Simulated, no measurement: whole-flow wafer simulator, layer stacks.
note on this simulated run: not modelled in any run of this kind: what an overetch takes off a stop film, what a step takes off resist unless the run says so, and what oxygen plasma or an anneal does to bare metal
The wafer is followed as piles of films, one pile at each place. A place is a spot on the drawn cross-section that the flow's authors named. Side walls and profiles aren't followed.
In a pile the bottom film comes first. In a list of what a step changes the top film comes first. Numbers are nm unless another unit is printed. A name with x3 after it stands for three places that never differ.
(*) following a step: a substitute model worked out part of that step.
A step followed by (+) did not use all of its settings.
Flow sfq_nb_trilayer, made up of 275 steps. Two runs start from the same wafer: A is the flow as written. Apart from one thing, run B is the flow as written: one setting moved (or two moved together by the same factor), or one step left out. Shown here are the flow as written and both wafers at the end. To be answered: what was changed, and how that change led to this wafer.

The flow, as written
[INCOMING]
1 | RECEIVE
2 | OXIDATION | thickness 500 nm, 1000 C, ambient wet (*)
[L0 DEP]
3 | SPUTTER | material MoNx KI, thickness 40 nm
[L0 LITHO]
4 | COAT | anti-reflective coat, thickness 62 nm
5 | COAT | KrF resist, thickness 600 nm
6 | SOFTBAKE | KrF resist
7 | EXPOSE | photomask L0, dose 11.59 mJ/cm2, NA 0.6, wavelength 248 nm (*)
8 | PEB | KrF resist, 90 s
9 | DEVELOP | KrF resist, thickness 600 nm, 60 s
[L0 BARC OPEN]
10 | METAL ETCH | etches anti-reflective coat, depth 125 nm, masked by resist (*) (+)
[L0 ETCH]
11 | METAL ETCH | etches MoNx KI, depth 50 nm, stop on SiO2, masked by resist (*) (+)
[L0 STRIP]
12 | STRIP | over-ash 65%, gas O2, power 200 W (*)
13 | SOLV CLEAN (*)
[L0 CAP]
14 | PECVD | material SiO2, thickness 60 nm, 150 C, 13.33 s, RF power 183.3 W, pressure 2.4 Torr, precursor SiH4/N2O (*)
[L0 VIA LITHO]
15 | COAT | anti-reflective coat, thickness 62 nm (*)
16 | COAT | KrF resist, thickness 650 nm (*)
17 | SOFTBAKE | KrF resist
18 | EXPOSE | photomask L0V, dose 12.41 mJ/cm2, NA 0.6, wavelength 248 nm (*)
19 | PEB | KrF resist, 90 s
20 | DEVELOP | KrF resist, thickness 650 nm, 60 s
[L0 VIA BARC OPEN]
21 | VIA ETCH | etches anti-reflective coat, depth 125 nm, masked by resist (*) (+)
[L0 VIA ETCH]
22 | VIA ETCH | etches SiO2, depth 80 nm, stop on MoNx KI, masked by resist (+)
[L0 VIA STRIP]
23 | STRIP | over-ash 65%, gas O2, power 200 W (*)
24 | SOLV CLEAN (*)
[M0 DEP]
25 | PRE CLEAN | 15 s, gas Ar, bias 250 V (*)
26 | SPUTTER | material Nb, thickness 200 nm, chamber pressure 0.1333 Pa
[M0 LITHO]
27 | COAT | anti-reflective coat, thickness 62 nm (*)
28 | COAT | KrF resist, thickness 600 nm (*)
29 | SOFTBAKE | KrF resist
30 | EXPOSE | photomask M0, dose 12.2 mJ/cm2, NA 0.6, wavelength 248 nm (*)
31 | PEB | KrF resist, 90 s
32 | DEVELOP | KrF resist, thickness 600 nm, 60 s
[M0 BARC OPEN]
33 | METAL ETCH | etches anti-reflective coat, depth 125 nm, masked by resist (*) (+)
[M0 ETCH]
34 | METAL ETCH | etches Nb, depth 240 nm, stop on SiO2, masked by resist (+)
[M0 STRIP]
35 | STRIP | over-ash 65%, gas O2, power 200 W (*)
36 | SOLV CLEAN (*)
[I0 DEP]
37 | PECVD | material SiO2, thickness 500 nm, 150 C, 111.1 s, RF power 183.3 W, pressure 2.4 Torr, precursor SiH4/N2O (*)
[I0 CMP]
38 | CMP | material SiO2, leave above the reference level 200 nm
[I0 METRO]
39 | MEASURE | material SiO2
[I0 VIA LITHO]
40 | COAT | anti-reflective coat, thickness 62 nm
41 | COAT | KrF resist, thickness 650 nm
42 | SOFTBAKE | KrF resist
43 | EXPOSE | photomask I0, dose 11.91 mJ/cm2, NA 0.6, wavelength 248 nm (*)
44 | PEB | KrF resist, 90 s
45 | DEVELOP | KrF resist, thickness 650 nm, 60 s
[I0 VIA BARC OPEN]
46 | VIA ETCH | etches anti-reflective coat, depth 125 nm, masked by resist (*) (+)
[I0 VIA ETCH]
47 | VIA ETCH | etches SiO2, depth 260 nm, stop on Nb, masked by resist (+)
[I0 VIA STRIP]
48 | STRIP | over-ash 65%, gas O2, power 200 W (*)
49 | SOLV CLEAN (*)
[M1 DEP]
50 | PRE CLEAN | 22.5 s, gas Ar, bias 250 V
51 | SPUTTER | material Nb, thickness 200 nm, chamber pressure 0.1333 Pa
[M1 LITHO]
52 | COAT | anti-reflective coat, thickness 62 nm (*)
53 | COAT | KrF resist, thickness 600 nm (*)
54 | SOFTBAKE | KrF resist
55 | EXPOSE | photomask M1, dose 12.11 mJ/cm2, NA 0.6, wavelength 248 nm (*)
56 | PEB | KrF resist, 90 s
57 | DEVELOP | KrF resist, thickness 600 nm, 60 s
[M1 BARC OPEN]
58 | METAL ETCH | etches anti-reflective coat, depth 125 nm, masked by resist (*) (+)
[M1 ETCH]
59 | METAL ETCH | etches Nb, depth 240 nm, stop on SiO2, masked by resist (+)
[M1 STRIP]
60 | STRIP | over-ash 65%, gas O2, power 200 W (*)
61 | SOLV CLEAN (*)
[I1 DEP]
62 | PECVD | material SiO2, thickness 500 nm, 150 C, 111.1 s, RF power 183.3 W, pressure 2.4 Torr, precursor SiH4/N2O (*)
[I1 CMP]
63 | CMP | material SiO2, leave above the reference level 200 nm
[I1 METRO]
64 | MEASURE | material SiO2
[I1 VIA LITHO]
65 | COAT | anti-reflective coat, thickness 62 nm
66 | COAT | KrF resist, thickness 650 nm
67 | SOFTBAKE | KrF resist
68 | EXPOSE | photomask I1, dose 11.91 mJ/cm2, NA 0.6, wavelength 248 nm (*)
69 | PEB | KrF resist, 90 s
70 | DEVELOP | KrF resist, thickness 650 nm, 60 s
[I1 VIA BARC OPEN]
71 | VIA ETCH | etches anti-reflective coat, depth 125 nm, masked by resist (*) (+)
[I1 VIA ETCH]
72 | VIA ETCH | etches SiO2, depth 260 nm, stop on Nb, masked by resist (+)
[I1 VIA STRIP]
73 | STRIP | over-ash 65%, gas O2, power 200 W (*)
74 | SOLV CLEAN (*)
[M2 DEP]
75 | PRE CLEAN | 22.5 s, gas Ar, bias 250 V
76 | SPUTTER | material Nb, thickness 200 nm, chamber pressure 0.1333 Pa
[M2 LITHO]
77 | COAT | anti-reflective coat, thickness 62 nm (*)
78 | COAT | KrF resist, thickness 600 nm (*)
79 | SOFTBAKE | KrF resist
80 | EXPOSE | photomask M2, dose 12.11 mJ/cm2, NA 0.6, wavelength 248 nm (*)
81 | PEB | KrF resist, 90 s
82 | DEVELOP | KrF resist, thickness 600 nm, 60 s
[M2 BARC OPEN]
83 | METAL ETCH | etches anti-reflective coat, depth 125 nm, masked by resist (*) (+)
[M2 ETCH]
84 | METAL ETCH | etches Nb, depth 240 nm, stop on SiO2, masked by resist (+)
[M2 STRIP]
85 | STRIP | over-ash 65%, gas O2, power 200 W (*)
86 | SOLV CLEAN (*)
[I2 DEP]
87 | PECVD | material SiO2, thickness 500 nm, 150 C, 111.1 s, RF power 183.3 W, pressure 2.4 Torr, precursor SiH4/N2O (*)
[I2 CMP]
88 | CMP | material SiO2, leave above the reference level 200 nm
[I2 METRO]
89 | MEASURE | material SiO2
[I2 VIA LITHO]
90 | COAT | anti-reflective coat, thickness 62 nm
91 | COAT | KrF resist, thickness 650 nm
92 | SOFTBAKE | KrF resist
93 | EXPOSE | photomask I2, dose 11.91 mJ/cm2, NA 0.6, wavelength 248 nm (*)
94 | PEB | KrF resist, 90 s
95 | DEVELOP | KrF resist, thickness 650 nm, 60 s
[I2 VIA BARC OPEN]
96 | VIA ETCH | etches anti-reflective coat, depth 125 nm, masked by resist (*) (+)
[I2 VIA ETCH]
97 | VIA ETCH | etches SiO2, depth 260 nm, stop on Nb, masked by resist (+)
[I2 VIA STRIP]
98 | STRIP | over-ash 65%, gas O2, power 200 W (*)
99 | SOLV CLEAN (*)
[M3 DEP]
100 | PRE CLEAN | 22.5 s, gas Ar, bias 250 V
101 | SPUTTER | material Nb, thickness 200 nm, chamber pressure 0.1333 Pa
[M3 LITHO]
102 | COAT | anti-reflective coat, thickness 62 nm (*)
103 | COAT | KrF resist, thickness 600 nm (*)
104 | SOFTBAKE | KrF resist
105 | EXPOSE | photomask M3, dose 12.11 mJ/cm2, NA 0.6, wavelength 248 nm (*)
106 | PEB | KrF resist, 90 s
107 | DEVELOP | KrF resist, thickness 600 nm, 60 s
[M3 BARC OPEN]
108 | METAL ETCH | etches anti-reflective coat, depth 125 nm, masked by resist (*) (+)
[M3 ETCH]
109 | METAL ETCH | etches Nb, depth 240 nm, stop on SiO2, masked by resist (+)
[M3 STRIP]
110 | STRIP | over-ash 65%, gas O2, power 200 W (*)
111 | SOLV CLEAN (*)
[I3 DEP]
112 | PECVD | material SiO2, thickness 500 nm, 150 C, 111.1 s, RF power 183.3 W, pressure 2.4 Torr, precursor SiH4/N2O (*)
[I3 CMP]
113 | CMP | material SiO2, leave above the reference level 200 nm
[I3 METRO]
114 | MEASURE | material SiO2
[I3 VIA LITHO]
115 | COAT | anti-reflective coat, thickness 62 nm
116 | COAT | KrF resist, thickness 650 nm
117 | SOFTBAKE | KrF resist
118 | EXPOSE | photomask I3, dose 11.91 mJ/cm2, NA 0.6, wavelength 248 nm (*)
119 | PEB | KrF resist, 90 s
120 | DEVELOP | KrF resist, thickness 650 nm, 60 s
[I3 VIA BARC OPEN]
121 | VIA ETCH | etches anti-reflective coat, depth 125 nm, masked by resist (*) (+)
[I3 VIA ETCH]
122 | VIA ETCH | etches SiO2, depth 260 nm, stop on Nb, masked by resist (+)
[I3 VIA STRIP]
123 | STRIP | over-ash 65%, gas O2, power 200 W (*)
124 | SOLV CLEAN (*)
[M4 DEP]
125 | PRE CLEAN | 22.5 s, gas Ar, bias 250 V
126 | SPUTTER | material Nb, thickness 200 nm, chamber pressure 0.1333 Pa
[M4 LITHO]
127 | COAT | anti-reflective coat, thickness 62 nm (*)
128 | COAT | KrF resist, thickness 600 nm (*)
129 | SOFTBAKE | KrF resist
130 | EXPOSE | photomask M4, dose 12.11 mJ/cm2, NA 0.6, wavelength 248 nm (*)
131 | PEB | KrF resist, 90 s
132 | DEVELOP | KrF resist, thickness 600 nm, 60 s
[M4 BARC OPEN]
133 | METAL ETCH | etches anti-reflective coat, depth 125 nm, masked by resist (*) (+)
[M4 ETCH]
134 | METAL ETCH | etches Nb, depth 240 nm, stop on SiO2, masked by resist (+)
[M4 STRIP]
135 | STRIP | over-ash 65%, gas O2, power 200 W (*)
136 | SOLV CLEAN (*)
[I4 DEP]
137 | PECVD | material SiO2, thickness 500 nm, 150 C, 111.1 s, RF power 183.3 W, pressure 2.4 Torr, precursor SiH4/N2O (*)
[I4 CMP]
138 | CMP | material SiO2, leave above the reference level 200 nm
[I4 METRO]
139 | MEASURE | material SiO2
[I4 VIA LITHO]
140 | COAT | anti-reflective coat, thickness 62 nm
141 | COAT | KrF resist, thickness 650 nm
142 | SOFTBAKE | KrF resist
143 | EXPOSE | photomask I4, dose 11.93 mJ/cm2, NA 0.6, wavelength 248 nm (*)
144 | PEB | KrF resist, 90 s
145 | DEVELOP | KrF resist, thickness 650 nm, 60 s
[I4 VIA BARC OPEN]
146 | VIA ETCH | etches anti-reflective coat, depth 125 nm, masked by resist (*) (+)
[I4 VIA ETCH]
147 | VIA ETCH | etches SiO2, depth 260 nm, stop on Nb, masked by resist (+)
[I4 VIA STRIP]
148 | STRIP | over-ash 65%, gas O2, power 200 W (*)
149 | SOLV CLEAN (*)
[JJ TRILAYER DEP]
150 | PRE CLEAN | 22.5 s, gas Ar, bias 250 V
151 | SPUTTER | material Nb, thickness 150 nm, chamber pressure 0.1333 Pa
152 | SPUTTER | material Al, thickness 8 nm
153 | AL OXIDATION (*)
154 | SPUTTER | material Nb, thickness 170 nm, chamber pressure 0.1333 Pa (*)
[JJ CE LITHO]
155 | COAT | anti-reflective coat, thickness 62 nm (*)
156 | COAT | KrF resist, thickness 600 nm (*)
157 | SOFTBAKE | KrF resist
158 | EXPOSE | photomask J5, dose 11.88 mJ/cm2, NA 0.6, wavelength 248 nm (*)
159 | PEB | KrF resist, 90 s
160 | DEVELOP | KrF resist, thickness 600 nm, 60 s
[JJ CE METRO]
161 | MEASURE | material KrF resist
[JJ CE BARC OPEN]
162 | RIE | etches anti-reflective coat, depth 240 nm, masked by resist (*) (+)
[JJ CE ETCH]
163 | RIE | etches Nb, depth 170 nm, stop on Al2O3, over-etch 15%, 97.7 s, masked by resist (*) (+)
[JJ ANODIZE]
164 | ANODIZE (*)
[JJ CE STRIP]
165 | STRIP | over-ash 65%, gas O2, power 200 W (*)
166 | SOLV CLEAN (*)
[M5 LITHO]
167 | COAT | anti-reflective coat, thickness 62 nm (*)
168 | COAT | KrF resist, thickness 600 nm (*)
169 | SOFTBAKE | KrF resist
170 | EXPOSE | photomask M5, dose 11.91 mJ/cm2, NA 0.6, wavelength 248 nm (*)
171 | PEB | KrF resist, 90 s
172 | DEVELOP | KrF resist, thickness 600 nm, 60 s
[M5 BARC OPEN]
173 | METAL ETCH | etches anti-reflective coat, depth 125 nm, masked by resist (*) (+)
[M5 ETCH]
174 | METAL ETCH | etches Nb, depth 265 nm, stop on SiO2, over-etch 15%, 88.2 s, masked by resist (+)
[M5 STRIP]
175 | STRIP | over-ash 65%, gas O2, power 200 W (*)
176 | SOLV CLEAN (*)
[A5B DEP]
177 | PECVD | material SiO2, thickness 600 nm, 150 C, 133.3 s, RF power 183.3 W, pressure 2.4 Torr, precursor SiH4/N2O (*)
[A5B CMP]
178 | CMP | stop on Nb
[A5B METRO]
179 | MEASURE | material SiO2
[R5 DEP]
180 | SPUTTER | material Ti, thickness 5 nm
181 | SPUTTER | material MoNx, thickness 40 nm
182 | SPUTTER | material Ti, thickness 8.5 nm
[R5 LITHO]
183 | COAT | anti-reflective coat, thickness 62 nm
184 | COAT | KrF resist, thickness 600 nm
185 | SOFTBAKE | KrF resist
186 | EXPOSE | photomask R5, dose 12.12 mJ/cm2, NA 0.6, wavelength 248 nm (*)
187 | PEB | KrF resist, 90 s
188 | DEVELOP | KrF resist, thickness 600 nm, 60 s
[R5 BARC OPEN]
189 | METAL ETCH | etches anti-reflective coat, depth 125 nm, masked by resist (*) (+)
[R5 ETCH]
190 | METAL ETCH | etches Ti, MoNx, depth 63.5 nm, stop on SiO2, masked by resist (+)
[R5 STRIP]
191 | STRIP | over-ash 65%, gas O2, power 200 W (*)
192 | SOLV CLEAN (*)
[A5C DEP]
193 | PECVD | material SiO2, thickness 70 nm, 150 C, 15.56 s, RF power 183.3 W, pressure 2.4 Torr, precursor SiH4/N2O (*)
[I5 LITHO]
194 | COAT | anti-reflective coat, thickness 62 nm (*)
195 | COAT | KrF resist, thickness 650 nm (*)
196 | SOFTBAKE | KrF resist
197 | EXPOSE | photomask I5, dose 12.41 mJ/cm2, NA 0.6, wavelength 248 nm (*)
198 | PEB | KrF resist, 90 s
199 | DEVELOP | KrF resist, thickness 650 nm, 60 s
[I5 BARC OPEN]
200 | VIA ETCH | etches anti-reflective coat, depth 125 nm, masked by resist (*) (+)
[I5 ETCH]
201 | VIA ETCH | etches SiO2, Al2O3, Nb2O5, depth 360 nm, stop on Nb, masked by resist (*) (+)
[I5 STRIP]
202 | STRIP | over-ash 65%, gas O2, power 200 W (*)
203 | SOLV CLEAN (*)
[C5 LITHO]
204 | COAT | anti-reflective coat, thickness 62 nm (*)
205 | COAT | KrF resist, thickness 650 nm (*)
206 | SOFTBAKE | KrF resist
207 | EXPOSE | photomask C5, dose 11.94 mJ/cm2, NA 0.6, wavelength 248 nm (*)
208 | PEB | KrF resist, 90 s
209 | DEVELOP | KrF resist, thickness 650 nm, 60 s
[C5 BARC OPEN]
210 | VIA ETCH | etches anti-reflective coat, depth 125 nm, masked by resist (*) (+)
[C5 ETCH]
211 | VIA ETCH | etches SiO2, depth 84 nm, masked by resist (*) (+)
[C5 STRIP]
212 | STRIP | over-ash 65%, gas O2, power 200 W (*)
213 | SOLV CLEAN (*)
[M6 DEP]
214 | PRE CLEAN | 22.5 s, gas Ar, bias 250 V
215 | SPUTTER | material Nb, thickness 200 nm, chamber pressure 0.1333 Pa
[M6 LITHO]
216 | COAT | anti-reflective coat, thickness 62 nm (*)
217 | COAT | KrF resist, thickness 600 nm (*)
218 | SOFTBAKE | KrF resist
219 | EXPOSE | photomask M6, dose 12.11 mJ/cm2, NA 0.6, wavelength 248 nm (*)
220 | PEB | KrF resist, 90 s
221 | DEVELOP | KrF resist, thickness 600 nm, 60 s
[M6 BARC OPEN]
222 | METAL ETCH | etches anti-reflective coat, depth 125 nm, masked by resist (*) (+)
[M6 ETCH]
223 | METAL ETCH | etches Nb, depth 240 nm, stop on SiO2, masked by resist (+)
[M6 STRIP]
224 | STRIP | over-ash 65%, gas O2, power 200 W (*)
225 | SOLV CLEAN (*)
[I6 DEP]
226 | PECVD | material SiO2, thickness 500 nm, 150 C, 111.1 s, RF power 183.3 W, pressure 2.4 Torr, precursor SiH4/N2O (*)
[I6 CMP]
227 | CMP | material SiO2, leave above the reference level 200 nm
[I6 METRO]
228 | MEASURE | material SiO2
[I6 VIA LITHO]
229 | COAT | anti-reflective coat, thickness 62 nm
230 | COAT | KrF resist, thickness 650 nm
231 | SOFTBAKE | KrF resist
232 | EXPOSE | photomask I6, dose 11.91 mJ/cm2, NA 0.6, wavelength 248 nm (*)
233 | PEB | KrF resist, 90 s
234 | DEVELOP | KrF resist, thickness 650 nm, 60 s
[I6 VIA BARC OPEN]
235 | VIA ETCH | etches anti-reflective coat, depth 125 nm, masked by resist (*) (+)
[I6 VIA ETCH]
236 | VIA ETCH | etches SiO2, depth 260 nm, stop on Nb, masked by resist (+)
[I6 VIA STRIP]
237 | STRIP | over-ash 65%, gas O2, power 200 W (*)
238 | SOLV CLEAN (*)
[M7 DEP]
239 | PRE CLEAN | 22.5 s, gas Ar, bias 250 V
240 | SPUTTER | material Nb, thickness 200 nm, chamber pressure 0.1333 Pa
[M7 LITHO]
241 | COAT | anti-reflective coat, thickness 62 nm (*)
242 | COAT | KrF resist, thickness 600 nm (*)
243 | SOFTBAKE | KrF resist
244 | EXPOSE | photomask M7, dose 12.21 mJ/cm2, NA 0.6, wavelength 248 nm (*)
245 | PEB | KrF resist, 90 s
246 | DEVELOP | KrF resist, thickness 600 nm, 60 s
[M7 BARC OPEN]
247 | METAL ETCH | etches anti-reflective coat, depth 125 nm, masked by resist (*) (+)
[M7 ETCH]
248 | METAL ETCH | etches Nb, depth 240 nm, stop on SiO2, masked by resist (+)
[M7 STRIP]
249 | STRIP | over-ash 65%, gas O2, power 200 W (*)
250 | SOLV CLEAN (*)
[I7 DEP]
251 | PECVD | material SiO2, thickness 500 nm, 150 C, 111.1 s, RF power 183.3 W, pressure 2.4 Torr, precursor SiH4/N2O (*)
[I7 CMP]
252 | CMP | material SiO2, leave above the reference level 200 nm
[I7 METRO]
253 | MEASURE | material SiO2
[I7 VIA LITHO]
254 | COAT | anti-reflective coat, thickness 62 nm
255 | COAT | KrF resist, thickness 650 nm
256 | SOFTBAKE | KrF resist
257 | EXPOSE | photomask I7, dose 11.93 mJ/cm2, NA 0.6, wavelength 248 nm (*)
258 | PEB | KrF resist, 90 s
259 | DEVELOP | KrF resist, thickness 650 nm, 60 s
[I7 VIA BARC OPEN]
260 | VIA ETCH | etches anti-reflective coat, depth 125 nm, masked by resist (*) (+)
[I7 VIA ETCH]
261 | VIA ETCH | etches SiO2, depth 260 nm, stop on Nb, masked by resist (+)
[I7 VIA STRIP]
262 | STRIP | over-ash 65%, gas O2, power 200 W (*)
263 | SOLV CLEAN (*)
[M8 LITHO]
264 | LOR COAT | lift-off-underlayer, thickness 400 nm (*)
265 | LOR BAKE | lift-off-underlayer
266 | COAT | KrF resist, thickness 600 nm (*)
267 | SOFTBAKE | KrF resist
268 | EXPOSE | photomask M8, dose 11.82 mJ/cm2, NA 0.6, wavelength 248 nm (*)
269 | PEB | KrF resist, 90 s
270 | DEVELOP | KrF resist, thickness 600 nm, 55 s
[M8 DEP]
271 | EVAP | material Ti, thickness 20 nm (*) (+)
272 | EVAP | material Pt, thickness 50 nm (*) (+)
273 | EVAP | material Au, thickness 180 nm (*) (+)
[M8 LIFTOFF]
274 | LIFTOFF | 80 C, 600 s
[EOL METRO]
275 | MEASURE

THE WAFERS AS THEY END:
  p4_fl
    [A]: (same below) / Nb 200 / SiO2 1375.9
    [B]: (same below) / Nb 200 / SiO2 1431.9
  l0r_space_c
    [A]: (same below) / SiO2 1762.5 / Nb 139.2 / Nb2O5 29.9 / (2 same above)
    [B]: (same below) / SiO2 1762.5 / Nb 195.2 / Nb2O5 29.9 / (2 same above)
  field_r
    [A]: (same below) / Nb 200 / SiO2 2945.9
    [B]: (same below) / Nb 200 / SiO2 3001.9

Cause: step 151, SPUTTER: thickness 206 nm was run, while the flow as written has thickness 150 nm.

The path from the change to this, step by step:
  151 | SPUTTER | material Nb, thickness 150 nm, chamber pressure 0.1333 Pa
      field_l, v_sur, via_sp and 100 more: A +150 Nb (new film) | B +206 Nb (new film)
      via_wl, via_w, via_wr: A +130.4 Nb | B +179.7 Nb
  154 | SPUTTER | material Nb, thickness 170 nm, chamber pressure 0.1333 Pa (*)
      via_wl, via_wr: A +140.7 Nb (new film) | B +137.6 Nb (new film)
      via_w: A +141 Nb (new film) | B +138 Nb (new film)
  155 | COAT | anti-reflective coat, thickness 62 nm (*)
      via_wl, via_wr: A +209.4 anti-reflective coat (new film) | B +226.8 anti-reflective coat (new film)
      via_w: A +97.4 anti-reflective coat (new film) | B +102.9 anti-reflective coat (new film)
  162 | RIE | etches anti-reflective coat, depth 240 nm, masked by resist (*) (+)
      ce_l, c5j, ce_r, wl_jj: A -209.4 KrF resist | B -226.8 KrF resist
      via_wl, via_wr: A -209.4 anti-reflective coat (all of it) | B -226.8 anti-reflective coat (all of it)
      (as well as at 1 more place)
  163 | RIE | etches Nb, depth 170 nm, stop on Al2O3, over-etch 15%, 97.7 s, masked by resist (*) (+)
      via_wl, via_wr: A -140.7 Nb (all of it), -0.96 Al2O3 (all of it) | B -137.6 Nb (all of it), -0.96 Al2O3 (all of it)
      via_w: A -141 Nb (all of it), -0.96 Al2O3 (all of it) | B -138 Nb (all of it), -0.96 Al2O3 (all of it)
  164 | ANODIZE (*)
      via_wl, via_wr: A +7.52 Al2O3 (new film), +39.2 Nb2O5 (new film), -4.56 Al (all of it), -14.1 Nb | B +6.79 Al2O3 (new film), +40.5 Nb2O5 (new film), -4.12 Al (all of it), -14.6 Nb
  165 | STRIP | over-ash 65%, gas O2, power 200 W (*)
      ce_l: A -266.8 KrF resist (all of it), -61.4 anti-reflective coat (all of it) | B -249.4 KrF resist (all of it), -61.4 anti-reflective coat (all of it)
      c5j: A -266.9 KrF resist (all of it), -61.5 anti-reflective coat (all of it) | B -249.4 KrF resist (all of it), -61.5 anti-reflective coat (all of it)
      (as well as at 2 more places)
  167 | COAT | anti-reflective coat, thickness 62 nm (*)
      v_sur: A +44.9 anti-reflective coat (new film) | B +41.2 anti-reflective coat (new film)
      via_wl: A +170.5 anti-reflective coat (new film) | B +154.5 anti-reflective coat (new film)
      (as well as at 3 more places)
  168 | COAT | KrF resist, thickness 600 nm (*)
      via_wl: A +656 KrF resist (new film) | B +672.3 KrF resist (new film)
      via_wr: A +656.6 KrF resist (new film) | B +673.2 KrF resist (new film)
  174 | METAL ETCH | etches Nb, depth 265 nm, stop on SiO2, over-etch 15%, 88.2 s, masked by resist (+)
      field_l, r_sur, res and 49 more: A -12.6 Al2O3 (all of it), -29.9 Nb2O5 (all of it), -139.2 Nb (all of it), -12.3 SiO2 | B -12.6 Al2O3 (all of it), -29.9 Nb2O5 (all of it), -195.2 Nb (all of it), -6.69 SiO2
      wl_a_sl: A -12.6 Al2O3 (all of it), -29.9 Nb2O5 (all of it), -139.2 Nb (all of it), -12.3 SiO2 | B -12.6 Al2O3 (all of it), -29.9 Nb2O5 (all of it), -195.2 Nb (all of it), -6.7 SiO2
  175 | STRIP | over-ash 65%, gas O2, power 200 W (*)
      v_sur: A -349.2 KrF resist (all of it), -44.9 anti-reflective coat (all of it) | B -348.1 KrF resist (all of it), -41.2 anti-reflective coat (all of it)
      via_wl: A -427 KrF resist (all of it), -170.5 anti-reflective coat (all of it) | B -443.3 KrF resist (all of it), -154.5 anti-reflective coat (all of it)
      (as well as at 3 more places)
  178 | CMP | stop on Nb
      field_l, p4_fl, p4_fm and 39 more: A -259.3 SiO2 | B -208.9 SiO2
      r_sur, res, r_end, moat, field_r, lsp_l: A -252.3 SiO2 | B -200 SiO2
      (as well as at 8 more places)
